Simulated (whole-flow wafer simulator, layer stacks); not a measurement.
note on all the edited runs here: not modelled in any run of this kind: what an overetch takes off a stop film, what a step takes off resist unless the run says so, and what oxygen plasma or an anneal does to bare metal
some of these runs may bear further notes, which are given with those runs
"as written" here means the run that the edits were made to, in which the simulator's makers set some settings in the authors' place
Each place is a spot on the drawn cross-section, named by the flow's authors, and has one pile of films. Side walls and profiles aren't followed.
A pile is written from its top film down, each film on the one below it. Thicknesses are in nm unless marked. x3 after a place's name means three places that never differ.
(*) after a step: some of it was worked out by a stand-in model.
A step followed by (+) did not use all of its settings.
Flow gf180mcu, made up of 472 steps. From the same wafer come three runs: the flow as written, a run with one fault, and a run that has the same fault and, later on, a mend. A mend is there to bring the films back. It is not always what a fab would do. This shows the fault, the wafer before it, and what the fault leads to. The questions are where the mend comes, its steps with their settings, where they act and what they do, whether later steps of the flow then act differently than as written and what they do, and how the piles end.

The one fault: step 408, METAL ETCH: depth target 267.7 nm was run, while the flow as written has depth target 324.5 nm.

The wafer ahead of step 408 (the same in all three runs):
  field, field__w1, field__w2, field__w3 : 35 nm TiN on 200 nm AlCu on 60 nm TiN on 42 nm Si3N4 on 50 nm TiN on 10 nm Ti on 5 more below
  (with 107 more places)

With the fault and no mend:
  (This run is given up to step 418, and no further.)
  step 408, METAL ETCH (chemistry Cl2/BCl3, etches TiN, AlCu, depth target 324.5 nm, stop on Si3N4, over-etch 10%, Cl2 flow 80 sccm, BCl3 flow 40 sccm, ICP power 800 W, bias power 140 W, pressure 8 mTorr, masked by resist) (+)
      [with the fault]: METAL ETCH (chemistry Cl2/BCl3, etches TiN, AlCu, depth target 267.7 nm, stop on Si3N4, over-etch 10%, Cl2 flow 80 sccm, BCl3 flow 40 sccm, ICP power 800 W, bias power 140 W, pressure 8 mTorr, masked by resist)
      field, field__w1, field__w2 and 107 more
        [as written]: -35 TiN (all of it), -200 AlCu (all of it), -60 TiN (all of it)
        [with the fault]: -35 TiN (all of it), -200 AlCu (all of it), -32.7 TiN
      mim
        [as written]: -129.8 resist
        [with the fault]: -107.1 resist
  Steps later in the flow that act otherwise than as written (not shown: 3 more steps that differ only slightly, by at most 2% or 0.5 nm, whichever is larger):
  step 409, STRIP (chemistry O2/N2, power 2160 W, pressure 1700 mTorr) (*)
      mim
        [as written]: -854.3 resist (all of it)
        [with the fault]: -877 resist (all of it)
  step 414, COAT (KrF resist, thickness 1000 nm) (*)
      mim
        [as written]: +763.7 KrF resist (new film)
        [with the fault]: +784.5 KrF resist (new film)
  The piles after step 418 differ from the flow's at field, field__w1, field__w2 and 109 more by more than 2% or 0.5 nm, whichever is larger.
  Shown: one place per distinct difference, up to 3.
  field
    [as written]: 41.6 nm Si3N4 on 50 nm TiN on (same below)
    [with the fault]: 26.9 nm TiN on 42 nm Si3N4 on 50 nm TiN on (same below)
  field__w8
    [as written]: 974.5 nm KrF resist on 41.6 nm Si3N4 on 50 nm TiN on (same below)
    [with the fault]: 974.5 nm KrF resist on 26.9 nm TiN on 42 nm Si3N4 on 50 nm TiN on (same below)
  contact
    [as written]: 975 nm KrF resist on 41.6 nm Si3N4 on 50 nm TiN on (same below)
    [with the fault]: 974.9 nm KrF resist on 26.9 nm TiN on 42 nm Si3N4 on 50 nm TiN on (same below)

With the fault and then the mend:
  After step 410 comes the mend.
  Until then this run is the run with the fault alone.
  step 410a, DEHYDRATE (200 C, 60 s) (the flow's step 401, run once more)
      leaves every film unchanged at each place that is followed
  step 410b, HMDS (120 C, 60 s) (the flow's step 402, run once more)
      leaves every film unchanged at each place that is followed
  step 410c, COAT (resist, thickness 1000 nm) (*) (the flow's step 403, run once more)
      field__w8, m1__w1, iso_ptap_pw and 39 more
        +1000 resist (new film)
      p_well, sti, spacer, sd_n, mim_1p0, pad, dice_street
        +1000.6 resist (new film)
      field, ld_gate_p, ld_acc_p, ld_fp_p, ld_drift_p, ld_drn_p
        +1001.5 resist (new film)
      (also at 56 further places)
  step 410d, SOFTBAKE (resist) (the flow's step 404, run once more)
      field__w2
        +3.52 resist
      field__w3
        +3.7 resist
      field__w5
        -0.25 resist
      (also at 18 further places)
  step 410e, EXPOSE (photomask FuseTop) (the flow's step 405, run once more)
      leaves every film unchanged at each place that is followed
  step 410f, PEB (resist, 70.3 s) (the flow's step 406, run once more)
      field, field__w1, field__w5 and 95 more
        -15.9 resist
      field__w2, field__w3, field__w12, pplus_u, nw_enc_fld_lv__w1, nw_enc_fld_lv__w4
        -16 resist
      field__w7, field__w13, ppoly_u, npoly_sal
        -16.2 resist
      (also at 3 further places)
  step 410g, DEVELOP (thickness 1000 nm, 60 s) (the flow's step 407, run once more)
      field__w8, m1__w1, iso_ptap_pw and 39 more
        -984.1 resist (all of it)
      field_sub__w1, field_sub__w5, n_well, sd_p, gate_p, nw_enc_fld_lv, nw_enc_fld_lv__w3
        -985.1 resist (all of it)
      p_well, sti, spacer, sd_n, mim_1p0, pad, dice_street
        -984.7 resist (all of it)
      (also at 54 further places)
  step 410h, METAL ETCH (chemistry Cl2/BCl3, etches TiN, AlCu, depth target 56.8 nm, stop on Si3N4, over-etch 10%, Cl2 flow 80 sccm, BCl3 flow 40 sccm, ICP power 800 W, bias power 140 W, pressure 8 mTorr, masked by resist) (+) (the flow's step 408, run once more with other settings)
      field, field__w1, field__w2 and 107 more
        -26.9 TiN (all of it)
      mim
        -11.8 resist
  step 410i, STRIP (chemistry O2/N2, power 2160 W, pressure 1700 mTorr) (*) (the flow's step 409, run once more)
      mim
        -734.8 resist (all of it)
  step 410j, STRIP (chemistry post etch residue remover, 72.5 C, 1200 s) (*) (the flow's step 410, run once more)
      field, field__w1, field__w2 and 107 more
        -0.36 Si3N4
      mim
        -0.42 TiN
  None of the later steps of the flow differs from how it acts as written, at any place that is followed, by more than 2% or 0.5 nm, whichever is larger.
  The piles end only slightly different from the flow's at the places that both follow, by no more than 2% or 0.5 nm, whichever is larger.
